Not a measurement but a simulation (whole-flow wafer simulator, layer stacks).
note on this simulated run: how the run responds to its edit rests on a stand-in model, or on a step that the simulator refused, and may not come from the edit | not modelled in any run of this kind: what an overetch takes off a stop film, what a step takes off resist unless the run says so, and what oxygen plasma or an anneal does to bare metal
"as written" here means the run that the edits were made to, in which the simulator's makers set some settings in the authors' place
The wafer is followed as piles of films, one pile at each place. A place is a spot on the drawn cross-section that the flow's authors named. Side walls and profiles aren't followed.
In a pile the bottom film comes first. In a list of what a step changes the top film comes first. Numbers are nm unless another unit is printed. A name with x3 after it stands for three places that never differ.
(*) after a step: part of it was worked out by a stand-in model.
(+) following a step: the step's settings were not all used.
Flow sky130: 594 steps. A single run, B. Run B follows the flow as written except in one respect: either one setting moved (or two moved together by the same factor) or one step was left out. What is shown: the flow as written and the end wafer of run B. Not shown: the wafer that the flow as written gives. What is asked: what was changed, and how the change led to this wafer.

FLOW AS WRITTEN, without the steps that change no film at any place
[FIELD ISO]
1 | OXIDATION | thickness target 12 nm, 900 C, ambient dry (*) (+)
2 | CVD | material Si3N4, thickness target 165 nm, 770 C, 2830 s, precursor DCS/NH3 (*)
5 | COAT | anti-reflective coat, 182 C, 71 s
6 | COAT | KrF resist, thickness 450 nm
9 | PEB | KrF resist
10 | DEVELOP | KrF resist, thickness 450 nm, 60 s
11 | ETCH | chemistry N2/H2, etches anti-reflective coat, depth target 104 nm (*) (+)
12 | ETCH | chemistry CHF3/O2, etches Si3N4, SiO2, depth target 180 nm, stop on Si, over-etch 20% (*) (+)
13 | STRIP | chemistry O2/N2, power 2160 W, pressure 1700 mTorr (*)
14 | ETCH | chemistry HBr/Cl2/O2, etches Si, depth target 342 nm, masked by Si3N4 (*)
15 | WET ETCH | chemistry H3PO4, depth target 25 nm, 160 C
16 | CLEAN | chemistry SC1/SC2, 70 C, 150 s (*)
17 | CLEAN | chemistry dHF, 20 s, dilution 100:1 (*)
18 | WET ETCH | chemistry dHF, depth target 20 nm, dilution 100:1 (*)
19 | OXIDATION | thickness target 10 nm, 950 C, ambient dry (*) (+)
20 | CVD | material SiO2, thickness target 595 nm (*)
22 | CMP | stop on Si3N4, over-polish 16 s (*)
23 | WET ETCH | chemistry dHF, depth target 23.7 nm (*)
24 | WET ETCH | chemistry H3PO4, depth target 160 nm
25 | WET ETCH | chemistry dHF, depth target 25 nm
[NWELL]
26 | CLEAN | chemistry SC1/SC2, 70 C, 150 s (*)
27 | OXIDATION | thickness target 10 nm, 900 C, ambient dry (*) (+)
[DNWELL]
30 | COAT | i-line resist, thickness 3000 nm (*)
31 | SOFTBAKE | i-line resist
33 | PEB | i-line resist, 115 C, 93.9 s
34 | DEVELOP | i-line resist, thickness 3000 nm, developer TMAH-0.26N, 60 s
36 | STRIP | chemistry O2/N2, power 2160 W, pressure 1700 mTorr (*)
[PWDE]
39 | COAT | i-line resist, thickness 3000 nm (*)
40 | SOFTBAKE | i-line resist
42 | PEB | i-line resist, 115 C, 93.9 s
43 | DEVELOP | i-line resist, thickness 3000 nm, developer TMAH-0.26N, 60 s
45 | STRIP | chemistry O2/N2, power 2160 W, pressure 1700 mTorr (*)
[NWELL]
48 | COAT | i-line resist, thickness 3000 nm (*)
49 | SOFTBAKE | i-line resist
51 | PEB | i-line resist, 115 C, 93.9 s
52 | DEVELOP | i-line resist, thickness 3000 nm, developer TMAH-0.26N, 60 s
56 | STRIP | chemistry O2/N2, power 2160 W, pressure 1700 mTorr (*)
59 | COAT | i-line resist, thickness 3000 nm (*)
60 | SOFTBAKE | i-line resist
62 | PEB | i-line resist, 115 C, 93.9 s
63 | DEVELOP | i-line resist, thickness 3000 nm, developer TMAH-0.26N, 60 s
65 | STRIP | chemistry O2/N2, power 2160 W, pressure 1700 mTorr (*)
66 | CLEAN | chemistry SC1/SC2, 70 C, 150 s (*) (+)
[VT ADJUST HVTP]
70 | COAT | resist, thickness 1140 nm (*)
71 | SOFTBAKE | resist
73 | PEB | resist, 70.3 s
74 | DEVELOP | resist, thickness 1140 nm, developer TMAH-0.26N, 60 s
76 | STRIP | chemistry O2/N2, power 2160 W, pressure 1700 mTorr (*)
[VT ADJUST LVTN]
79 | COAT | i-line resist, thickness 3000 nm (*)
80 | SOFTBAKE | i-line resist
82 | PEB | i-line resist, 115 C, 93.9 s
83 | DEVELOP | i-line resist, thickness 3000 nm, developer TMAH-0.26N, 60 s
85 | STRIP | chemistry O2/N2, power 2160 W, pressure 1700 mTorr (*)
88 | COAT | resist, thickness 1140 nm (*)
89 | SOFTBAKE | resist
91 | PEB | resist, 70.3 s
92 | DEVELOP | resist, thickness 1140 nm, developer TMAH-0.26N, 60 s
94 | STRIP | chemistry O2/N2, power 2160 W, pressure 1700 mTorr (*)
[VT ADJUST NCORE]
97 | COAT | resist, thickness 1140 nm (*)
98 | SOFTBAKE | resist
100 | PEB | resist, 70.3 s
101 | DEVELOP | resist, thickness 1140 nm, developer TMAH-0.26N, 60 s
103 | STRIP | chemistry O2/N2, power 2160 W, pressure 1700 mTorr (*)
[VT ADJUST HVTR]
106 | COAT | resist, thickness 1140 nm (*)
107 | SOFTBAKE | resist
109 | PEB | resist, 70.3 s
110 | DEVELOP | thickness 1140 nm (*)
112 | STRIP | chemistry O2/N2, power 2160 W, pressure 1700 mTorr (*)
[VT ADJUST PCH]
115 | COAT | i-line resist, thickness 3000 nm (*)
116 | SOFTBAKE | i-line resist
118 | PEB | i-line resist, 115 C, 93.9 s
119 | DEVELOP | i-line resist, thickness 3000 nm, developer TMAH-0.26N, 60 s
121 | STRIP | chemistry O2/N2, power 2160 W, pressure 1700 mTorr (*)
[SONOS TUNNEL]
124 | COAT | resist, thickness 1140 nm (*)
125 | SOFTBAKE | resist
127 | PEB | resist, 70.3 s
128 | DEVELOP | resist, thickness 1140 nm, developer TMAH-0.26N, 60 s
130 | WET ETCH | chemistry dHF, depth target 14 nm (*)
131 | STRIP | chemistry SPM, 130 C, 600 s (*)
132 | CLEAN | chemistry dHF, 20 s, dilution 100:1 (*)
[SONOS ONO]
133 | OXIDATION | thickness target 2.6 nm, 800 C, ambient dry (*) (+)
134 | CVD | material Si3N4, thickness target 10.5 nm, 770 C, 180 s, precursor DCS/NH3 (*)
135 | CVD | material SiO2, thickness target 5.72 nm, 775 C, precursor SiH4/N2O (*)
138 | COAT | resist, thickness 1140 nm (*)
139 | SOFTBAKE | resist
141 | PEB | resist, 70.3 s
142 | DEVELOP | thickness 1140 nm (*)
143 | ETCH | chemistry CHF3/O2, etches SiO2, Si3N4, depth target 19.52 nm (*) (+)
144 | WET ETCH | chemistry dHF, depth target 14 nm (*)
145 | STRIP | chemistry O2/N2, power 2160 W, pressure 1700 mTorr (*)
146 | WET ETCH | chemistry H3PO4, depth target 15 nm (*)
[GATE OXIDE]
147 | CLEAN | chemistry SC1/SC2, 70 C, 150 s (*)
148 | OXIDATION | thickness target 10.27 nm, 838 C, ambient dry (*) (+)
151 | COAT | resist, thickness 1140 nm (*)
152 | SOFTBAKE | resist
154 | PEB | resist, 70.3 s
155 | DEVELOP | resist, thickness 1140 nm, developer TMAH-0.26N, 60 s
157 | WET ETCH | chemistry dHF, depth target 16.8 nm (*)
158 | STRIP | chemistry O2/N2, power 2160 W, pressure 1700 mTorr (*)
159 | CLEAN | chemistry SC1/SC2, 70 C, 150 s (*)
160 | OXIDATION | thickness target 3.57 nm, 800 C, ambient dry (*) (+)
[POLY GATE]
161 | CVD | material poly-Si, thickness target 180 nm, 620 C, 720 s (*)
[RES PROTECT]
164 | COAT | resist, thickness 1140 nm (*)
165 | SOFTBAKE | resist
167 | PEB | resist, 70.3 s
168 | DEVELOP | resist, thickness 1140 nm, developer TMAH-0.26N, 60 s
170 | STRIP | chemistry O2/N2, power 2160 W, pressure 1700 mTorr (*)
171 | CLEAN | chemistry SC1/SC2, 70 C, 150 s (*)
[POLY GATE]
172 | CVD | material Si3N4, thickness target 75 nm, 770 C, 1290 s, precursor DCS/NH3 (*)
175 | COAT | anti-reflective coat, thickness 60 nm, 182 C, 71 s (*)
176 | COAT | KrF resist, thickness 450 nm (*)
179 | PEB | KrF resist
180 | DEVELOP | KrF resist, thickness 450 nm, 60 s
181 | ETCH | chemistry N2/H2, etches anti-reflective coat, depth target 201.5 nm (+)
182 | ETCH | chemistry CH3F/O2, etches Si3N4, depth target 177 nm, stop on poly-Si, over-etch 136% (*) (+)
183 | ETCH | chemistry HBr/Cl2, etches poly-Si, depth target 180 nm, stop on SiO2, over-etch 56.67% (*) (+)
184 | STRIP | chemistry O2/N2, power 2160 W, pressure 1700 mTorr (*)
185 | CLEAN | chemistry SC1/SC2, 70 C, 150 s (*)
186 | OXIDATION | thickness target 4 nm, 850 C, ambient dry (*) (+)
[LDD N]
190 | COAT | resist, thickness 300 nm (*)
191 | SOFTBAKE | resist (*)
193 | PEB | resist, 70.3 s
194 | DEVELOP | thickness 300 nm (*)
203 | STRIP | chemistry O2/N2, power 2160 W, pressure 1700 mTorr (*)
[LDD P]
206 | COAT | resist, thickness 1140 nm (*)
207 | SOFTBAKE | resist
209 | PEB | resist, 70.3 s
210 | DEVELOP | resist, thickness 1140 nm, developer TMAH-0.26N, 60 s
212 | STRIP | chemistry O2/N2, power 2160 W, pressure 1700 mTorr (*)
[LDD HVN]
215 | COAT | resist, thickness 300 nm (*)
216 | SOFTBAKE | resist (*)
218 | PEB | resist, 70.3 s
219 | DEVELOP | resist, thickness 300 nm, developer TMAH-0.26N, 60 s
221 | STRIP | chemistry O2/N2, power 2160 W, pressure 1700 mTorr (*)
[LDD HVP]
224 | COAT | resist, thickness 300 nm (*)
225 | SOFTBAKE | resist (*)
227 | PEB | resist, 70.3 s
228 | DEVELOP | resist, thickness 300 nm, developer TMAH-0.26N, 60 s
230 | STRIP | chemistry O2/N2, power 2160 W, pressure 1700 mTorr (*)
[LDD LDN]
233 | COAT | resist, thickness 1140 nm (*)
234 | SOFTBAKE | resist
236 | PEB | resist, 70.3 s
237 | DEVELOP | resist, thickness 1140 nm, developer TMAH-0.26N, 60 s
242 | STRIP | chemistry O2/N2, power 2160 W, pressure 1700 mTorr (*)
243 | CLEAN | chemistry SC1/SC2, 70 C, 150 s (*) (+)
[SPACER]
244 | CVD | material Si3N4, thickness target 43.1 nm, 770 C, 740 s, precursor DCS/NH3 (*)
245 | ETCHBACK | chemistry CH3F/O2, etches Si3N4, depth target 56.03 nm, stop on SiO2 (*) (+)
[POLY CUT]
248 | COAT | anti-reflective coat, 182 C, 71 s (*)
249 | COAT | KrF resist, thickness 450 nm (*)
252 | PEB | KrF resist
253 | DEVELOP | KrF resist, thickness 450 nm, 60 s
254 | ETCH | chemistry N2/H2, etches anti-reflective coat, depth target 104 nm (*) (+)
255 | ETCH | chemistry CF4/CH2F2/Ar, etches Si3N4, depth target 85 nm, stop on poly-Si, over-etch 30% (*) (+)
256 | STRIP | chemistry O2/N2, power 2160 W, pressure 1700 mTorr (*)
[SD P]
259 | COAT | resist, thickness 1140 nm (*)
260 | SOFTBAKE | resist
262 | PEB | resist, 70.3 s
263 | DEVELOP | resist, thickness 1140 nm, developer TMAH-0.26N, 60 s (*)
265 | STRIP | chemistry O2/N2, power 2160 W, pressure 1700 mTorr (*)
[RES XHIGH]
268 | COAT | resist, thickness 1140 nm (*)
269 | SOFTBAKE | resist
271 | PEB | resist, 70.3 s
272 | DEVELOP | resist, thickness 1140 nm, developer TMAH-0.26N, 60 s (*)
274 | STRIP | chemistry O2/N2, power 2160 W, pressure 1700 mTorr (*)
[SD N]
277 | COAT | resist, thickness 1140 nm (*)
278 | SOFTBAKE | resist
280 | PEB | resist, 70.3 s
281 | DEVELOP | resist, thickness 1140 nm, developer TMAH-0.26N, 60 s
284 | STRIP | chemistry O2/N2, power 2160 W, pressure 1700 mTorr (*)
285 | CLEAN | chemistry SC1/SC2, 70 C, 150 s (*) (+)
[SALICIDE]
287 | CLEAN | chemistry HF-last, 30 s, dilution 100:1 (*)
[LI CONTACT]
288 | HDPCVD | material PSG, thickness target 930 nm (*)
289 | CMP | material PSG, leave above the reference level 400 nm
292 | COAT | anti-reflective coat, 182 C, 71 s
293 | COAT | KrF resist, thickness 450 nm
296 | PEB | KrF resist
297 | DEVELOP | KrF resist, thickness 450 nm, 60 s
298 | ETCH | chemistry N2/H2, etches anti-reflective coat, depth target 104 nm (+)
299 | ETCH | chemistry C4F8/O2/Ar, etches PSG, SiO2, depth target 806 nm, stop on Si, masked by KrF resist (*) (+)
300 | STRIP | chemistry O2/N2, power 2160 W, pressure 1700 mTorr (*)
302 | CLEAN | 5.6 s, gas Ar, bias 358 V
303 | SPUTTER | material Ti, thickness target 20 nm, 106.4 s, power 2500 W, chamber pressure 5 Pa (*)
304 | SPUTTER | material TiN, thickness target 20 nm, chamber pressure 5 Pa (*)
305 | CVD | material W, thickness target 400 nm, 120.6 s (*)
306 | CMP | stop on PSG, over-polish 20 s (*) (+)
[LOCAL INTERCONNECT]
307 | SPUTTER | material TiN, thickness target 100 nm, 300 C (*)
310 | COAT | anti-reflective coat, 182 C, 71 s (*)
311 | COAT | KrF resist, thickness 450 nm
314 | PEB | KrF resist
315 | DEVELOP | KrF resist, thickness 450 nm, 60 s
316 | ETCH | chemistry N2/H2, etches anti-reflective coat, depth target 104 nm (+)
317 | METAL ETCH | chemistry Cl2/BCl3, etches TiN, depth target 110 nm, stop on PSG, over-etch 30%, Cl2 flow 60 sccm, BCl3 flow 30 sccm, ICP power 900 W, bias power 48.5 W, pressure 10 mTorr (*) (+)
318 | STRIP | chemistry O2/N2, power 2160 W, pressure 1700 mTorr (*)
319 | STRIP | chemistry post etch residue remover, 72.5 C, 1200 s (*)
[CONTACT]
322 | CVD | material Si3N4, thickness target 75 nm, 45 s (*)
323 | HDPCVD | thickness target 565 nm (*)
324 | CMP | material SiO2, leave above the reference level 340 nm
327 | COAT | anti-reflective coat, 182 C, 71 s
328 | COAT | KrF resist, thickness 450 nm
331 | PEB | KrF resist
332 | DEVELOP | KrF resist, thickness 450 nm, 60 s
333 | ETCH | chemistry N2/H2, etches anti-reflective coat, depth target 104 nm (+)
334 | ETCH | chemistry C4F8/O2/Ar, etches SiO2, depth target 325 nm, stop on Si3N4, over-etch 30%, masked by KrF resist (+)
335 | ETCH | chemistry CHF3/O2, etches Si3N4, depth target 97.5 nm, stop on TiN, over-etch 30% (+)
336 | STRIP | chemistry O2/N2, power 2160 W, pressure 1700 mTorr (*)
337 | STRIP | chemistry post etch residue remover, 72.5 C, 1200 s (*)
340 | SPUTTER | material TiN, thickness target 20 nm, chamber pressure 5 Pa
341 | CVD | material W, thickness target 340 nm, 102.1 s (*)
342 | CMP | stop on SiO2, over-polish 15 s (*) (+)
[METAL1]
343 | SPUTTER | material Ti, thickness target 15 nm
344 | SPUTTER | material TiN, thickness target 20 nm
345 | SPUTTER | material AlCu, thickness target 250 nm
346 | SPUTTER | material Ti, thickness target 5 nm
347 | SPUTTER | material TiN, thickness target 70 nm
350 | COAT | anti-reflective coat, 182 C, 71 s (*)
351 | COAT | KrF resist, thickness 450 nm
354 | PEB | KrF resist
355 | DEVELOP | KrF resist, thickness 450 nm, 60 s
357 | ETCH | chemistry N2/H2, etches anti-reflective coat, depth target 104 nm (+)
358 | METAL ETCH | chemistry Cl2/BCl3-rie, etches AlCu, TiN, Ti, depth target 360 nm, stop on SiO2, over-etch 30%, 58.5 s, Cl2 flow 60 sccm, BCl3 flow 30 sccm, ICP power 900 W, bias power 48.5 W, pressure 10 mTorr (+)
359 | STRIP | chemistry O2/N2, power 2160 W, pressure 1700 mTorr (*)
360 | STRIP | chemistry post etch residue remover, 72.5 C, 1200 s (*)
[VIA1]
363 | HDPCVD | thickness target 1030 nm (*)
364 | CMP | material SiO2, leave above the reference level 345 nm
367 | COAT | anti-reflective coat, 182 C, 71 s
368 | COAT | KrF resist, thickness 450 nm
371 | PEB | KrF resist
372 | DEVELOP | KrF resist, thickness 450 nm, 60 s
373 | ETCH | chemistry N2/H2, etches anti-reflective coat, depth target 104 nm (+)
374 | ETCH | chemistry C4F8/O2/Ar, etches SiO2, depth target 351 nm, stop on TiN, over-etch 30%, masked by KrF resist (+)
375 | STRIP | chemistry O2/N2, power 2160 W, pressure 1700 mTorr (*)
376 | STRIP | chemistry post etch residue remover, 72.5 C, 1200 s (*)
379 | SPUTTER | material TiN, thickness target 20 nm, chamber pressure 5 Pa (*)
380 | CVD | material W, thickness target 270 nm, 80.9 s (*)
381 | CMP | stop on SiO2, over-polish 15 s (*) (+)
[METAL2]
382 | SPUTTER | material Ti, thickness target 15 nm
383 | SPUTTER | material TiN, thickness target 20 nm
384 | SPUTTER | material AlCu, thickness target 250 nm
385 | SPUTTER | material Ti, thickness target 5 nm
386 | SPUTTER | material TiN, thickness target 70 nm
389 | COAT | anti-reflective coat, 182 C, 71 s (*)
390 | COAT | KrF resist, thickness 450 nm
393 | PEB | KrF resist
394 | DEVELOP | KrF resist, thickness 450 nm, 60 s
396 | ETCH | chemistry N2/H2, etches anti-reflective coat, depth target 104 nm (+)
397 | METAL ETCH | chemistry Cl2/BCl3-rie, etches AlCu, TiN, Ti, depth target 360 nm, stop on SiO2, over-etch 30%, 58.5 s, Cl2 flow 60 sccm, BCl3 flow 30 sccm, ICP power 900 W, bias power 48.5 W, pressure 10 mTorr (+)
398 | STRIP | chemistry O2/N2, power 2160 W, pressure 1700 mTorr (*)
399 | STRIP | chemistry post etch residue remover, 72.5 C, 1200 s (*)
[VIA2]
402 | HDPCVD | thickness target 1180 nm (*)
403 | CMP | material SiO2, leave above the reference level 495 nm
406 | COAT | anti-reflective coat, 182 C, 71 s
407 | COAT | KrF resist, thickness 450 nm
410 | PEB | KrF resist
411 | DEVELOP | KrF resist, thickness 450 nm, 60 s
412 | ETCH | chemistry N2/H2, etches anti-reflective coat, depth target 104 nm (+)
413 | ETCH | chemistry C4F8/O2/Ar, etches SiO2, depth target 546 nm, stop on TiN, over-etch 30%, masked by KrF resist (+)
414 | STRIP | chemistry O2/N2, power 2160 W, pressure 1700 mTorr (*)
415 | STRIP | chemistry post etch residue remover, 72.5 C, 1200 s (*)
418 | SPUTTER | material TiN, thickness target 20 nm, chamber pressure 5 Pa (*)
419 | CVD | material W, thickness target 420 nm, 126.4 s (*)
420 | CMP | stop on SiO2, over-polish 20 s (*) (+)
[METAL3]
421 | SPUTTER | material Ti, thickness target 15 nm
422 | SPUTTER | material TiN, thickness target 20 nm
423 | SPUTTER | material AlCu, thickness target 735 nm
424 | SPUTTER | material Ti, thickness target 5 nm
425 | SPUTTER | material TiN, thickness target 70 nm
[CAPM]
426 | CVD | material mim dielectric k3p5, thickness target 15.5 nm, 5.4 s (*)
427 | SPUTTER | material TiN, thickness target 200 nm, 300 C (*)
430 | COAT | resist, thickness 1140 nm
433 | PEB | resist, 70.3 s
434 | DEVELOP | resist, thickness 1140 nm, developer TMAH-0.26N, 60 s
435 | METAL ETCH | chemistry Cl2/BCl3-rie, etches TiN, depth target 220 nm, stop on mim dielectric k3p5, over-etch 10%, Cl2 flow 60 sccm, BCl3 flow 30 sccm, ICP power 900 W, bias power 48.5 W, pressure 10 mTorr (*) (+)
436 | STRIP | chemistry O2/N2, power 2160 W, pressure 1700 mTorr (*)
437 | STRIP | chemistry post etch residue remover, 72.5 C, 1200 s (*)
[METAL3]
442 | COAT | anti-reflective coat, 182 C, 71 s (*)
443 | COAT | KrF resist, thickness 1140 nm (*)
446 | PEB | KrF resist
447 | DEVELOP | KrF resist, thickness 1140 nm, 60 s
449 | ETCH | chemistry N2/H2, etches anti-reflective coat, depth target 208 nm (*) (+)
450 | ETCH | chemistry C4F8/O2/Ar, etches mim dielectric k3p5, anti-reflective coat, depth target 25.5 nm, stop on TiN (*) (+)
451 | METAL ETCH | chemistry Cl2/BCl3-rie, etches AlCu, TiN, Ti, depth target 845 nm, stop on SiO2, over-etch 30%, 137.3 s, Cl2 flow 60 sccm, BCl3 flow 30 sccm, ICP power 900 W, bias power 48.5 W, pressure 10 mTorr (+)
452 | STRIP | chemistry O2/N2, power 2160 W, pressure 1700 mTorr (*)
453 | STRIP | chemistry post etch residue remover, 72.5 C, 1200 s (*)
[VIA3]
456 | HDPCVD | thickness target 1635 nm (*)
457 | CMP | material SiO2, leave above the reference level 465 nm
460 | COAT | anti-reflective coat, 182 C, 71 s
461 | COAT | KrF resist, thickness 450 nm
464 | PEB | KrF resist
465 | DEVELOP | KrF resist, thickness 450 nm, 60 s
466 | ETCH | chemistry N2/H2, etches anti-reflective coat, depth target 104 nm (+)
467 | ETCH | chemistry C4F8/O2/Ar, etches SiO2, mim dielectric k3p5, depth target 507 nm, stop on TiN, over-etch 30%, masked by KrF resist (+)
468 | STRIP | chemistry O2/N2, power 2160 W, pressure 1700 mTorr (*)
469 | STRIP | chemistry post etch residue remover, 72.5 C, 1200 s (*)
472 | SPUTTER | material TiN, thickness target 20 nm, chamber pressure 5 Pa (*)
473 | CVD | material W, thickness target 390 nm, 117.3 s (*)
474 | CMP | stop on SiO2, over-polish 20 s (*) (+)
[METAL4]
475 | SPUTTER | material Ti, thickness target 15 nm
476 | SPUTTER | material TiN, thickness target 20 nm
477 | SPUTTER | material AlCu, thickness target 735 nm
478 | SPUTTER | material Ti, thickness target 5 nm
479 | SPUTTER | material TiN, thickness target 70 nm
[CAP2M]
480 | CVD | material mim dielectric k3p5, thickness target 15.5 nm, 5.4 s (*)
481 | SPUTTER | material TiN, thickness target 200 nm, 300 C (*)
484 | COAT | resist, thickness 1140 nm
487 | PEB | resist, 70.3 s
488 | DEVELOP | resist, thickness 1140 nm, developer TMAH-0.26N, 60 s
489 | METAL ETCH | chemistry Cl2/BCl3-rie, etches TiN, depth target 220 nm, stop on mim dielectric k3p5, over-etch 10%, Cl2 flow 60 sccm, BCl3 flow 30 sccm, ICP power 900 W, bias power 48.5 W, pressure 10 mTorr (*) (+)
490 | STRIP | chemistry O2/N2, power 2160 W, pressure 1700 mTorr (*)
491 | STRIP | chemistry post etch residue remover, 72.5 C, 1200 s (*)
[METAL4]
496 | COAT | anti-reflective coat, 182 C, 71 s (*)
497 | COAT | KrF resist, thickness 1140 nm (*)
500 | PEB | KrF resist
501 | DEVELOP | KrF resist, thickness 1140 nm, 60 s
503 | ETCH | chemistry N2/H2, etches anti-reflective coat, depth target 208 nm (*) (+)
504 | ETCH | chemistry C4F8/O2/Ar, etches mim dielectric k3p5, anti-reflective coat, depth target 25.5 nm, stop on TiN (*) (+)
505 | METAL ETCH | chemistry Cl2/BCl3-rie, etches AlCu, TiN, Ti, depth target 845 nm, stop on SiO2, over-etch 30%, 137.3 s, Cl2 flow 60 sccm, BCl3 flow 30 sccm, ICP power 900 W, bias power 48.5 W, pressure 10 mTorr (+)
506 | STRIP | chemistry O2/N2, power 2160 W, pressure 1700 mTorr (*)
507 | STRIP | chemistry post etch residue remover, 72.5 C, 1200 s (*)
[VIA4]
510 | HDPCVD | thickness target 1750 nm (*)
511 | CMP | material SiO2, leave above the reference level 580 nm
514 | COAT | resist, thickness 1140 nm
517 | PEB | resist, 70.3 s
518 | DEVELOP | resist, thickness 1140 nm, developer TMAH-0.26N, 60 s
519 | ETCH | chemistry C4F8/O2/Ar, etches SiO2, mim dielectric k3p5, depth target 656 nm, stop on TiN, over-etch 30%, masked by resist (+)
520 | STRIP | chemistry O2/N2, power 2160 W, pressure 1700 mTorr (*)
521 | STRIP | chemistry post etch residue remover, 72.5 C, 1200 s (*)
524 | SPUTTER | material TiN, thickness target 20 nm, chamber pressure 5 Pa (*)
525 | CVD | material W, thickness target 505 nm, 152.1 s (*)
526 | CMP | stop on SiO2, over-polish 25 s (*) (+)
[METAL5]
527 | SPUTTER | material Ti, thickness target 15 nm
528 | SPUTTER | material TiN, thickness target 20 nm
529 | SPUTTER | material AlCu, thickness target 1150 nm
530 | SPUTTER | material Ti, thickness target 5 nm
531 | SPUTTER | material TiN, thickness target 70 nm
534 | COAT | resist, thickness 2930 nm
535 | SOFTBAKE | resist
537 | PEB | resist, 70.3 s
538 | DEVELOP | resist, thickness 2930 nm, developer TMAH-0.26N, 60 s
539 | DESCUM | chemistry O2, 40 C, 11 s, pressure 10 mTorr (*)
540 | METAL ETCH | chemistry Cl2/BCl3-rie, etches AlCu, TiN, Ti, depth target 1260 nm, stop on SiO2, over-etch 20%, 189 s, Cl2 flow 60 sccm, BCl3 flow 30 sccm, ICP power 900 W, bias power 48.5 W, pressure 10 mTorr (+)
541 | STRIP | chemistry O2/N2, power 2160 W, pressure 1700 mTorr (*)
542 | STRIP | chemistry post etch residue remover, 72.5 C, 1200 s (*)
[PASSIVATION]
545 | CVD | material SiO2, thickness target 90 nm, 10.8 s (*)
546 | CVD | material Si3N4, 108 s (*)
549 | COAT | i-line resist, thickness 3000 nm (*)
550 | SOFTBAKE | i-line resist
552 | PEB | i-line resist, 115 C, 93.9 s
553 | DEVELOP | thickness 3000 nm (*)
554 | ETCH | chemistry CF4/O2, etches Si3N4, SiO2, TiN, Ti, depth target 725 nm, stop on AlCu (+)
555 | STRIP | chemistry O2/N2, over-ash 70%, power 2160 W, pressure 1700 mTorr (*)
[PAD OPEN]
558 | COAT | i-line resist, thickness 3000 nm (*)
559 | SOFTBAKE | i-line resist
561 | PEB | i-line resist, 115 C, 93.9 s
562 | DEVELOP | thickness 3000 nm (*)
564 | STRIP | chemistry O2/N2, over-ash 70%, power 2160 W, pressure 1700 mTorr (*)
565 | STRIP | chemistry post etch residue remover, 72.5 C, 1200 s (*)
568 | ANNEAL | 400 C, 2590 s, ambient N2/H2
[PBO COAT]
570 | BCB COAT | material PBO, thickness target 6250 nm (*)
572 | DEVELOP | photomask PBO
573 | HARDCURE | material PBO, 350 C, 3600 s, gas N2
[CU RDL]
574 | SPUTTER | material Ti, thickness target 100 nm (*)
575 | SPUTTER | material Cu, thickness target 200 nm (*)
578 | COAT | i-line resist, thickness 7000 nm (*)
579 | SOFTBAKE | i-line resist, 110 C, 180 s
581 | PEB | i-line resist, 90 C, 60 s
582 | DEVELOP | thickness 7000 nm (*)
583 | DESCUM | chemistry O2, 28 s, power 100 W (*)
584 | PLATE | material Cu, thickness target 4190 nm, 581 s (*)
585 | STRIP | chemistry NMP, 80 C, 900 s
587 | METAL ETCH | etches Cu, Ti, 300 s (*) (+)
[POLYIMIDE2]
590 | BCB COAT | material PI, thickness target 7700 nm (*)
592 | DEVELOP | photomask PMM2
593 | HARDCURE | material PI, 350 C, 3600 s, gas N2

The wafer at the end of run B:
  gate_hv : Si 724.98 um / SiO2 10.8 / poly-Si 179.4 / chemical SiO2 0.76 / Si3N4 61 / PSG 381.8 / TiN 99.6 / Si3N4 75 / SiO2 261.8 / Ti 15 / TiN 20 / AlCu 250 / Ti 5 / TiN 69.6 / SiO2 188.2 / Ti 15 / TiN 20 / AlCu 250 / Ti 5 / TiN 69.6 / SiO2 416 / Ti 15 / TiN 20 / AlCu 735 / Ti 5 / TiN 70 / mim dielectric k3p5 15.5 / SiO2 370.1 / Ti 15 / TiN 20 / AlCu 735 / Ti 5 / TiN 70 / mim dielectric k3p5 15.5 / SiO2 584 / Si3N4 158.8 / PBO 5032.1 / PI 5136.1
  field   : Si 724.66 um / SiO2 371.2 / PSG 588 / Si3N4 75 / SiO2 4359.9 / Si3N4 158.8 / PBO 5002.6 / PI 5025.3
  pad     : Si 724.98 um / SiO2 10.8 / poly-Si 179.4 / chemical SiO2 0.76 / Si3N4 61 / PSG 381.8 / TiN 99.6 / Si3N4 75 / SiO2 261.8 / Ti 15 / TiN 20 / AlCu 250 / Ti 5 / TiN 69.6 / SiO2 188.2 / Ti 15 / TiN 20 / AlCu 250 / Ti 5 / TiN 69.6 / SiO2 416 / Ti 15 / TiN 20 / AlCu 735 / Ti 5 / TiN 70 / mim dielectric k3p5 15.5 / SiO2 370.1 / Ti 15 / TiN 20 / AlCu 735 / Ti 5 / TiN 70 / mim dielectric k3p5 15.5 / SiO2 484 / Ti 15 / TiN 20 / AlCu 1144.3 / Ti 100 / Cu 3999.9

What caused this: step 364, CMP: leave above the reference level 266 nm was run, while the flow as written has leave above the reference level 345 nm.

Step by step, how the change led to this:
  364 | CMP | material SiO2, leave above the reference level 345 nm
      n_well, p_well, gate_hv and 100 more: SiO2 loses 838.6 (as written it would have been: SiO2 loses 759.6)
      field, active, gate and 81 more: SiO2 loses 468.1 (as written it would have been: SiO2 loses 389.1)
      (and at 4 other places as well)
  374 | ETCH | chemistry C4F8/O2/Ar, etches SiO2, depth target 351 nm, stop on TiN, over-etch 30%, masked by KrF resist (+)
      field, active, n_well and 186 more: KrF resist loses 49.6 (as written it would have been: KrF resist loses 70.1)
      m1, via1_hole: SiO2 loses 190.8 (all of it) (as written it would have been: SiO2 loses 269.8 (all of it))
  375 | STRIP | chemistry O2/N2, power 2160 W, pressure 1700 mTorr (*)
      field, active, n_well and 186 more: KrF resist loses 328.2 (all of it), anti-reflective coat loses 80 (all of it) (as written it would have been: KrF resist loses 307.7 (all of it), anti-reflective coat loses 80 (all of it))
  379 | SPUTTER | material TiN, thickness target 20 nm, chamber pressure 5 Pa (*)
      m1: TiN gains 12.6 (as written it would have been: TiN gains 11)
      via1_hole: TiN gains 12.5 (as written it would have been: TiN gains 10.9)
  380 | CVD | material W, thickness target 270 nm, 80.9 s (*)
      m1, via1_hole: W gains 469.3 (new film) (as written it would have been: W gains 549.9 (new film))
